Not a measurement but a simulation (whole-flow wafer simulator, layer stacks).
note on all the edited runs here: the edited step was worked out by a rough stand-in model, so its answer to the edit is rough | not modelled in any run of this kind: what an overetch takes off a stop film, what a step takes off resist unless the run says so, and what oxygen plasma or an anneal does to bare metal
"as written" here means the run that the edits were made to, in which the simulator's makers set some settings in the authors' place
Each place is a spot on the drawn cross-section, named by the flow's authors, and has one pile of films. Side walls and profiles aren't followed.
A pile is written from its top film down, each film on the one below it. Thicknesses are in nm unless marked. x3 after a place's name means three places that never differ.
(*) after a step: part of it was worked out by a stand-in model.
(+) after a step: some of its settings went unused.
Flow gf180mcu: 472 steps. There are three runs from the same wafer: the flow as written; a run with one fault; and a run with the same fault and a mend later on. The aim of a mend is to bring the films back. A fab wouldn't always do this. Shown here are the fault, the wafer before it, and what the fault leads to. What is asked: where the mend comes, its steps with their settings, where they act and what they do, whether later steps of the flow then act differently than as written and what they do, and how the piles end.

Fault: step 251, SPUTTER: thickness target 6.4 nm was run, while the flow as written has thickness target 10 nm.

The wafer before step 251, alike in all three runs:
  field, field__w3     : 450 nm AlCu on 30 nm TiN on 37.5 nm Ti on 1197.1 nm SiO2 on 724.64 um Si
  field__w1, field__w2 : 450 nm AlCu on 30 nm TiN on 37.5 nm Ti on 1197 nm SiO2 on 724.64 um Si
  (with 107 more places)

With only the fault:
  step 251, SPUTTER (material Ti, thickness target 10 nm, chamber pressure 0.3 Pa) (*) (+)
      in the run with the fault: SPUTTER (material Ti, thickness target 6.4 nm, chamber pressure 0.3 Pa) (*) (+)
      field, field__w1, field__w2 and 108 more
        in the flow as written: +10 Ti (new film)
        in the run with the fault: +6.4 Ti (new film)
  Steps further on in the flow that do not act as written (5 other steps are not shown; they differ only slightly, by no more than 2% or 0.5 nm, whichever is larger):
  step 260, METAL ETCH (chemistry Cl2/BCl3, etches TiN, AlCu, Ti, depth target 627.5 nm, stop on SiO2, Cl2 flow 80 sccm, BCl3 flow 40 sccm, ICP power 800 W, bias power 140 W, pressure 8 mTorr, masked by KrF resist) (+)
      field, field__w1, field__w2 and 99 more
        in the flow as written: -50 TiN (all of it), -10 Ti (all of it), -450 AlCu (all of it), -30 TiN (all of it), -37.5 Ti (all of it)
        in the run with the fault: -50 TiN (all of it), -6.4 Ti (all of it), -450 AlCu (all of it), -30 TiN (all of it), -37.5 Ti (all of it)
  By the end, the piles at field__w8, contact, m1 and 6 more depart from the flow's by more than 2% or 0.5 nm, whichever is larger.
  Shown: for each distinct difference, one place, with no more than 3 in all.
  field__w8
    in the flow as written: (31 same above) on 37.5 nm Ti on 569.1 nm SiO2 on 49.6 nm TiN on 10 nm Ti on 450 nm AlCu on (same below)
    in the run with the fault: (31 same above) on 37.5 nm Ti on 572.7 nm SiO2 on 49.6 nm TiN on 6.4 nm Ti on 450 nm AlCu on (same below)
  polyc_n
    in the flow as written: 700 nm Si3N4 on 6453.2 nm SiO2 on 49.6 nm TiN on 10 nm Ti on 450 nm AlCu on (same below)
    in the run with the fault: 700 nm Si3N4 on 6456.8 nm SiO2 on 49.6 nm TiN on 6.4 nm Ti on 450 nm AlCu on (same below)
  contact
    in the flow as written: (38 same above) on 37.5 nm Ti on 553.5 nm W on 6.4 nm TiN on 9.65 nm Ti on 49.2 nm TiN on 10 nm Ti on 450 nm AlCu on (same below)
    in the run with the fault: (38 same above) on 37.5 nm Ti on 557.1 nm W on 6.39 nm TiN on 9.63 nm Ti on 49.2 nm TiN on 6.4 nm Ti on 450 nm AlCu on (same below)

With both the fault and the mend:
  The mend stands after step 251.
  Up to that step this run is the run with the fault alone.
  step 251a, SPUTTER (material Ti, thickness target 3.6 nm, chamber pressure 0.3 Pa) (*) (+) (the flow's step 251 again, with other settings)
      field, field__w1, field__w2 and 108 more
        +3.6 Ti
  Every later step of the flow that is run acts as written at every place that is followed.
  The piles end the same as the flow's at every place that both follow.
